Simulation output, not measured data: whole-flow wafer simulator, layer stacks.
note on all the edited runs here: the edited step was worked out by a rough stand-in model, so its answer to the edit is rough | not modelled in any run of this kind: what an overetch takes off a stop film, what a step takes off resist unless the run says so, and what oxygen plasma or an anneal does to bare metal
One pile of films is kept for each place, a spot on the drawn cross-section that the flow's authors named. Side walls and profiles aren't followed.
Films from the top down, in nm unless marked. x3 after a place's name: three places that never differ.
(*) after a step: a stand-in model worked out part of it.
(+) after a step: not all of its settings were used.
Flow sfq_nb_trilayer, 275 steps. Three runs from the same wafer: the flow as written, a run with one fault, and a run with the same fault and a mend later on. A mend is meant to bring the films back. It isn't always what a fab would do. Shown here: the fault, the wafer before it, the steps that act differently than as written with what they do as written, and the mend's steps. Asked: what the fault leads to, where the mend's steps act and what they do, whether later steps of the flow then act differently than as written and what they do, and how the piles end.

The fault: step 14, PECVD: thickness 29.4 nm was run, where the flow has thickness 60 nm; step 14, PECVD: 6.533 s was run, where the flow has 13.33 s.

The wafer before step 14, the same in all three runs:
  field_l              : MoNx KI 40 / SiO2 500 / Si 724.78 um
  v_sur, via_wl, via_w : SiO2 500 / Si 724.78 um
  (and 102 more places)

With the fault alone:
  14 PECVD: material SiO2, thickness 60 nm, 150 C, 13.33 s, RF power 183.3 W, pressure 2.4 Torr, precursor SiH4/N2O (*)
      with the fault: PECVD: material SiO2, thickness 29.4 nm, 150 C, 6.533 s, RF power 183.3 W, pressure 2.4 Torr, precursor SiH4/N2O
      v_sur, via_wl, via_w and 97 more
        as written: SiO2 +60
        with the fault: SiO2 +29.4
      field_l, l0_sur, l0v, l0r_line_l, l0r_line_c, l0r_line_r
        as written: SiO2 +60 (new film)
        with the fault: SiO2 +29.4 (new film)
  Later steps of the flow that act differently than as written (10 more steps differ only slightly, by at most 2% or 0.5 nm, whichever is larger, and aren't shown):
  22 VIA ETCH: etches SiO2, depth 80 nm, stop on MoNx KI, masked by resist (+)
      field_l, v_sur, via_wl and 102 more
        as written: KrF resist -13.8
        with the fault: KrF resist -7.56
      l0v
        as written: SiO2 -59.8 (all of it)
        with the fault: SiO2 -29.2 (all of it)
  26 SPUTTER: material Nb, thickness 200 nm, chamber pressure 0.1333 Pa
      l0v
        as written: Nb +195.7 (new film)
        with the fault: Nb +200 (new film)
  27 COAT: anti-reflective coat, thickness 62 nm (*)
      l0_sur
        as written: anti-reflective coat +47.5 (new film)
        with the fault: anti-reflective coat +50.7 (new film)
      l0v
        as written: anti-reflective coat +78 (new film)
        with the fault: anti-reflective coat +68.5 (new film)
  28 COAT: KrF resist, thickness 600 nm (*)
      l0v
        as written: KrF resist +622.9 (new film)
        with the fault: KrF resist +604.5 (new film)
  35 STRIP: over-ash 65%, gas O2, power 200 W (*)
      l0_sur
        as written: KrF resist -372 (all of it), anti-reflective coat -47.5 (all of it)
        with the fault: KrF resist -373.9 (all of it), anti-reflective coat -50.7 (all of it)
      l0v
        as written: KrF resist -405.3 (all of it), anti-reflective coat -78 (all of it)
        with the fault: KrF resist -386.9 (all of it), anti-reflective coat -68.5 (all of it)
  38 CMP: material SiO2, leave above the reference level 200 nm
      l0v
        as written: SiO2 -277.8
        with the fault: SiO2 -312.7
  At the end the piles differ from the flow's by more than 2% or 0.5 nm, whichever is larger, at field_l, v_sur, via_wl and 100 more.
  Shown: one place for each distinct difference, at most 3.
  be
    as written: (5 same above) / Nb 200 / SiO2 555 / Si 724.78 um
    with the fault: (5 same above) / Nb 200 / SiO2 524.4 / Si 724.78 um
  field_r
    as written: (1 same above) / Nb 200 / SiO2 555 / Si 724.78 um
    with the fault: (1 same above) / Nb 200 / SiO2 524.4 / Si 724.78 um
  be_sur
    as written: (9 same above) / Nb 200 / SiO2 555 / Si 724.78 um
    with the fault: (9 same above) / Nb 200 / SiO2 524.4 / Si 724.78 um

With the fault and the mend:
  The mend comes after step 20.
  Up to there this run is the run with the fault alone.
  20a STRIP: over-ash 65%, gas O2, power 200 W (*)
      p4_fl x3, p4_w1 x9, p4_g1 x2 and 59 more
        KrF resist -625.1 (all of it), anti-reflective coat -62 (all of it)
      jj_sur, ce_l, c5j, ce_r, sp_r, be_r, r_sur
        KrF resist -632 (all of it), anti-reflective coat -63.7 (all of it)
      gap, res, r_end
        KrF resist -632.1 (all of it), anti-reflective coat -63.7 (all of it)
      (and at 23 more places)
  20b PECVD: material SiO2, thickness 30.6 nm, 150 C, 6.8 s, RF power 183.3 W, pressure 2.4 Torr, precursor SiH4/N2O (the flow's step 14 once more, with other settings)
      field_l, v_sur, via_wl and 103 more
        SiO2 +30.6
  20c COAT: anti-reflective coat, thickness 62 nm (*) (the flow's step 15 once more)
      p4_fl x3, p4_w1 x9, p4_g1 x2 and 59 more
        anti-reflective coat +62 (new film)
      be_sur, gap, jj_sur and 8 more
        anti-reflective coat +63.7 (new film)
      wire, be, moat, field_r, lsp_l
        anti-reflective coat +63.8 (new film)
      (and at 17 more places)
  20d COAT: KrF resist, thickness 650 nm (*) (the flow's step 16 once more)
      p4_fl x3, p4_w1 x9, p4_g1 x2 and 59 more
        KrF resist +650 (new film)
      jj_sur, ce_l, c5j, ce_r, sp_r, be_r, r_sur
        KrF resist +656.9 (new film)
      v_sur, via_wr
        KrF resist +659.5 (new film)
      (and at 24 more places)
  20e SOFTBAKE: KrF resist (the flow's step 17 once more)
      changes no film at any place that is followed
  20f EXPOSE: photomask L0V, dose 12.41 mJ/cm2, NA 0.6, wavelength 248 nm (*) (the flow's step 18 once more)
      changes no film at any place that is followed
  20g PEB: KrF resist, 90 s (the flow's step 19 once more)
      p4_fl x3, p4_w1 x9, p4_g1 x2 and 59 more
        KrF resist -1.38
      via_v, wire, be and 15 more
        KrF resist -1.39
      v_sur, via_w, via_wr, via_sp, lsp_m, ln_m6, lsp_r
        KrF resist -1.4
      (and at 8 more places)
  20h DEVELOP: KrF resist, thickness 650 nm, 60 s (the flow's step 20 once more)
      field_l, v_sur, via_wl and 102 more
        KrF resist -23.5
      l0v
        KrF resist -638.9 (all of it)
  No later step of the flow acts differently than as written, at any place that is followed, by more than 2% or 0.5 nm, whichever is larger.
  At the end the piles are the same as the flow's at every place that both follow.
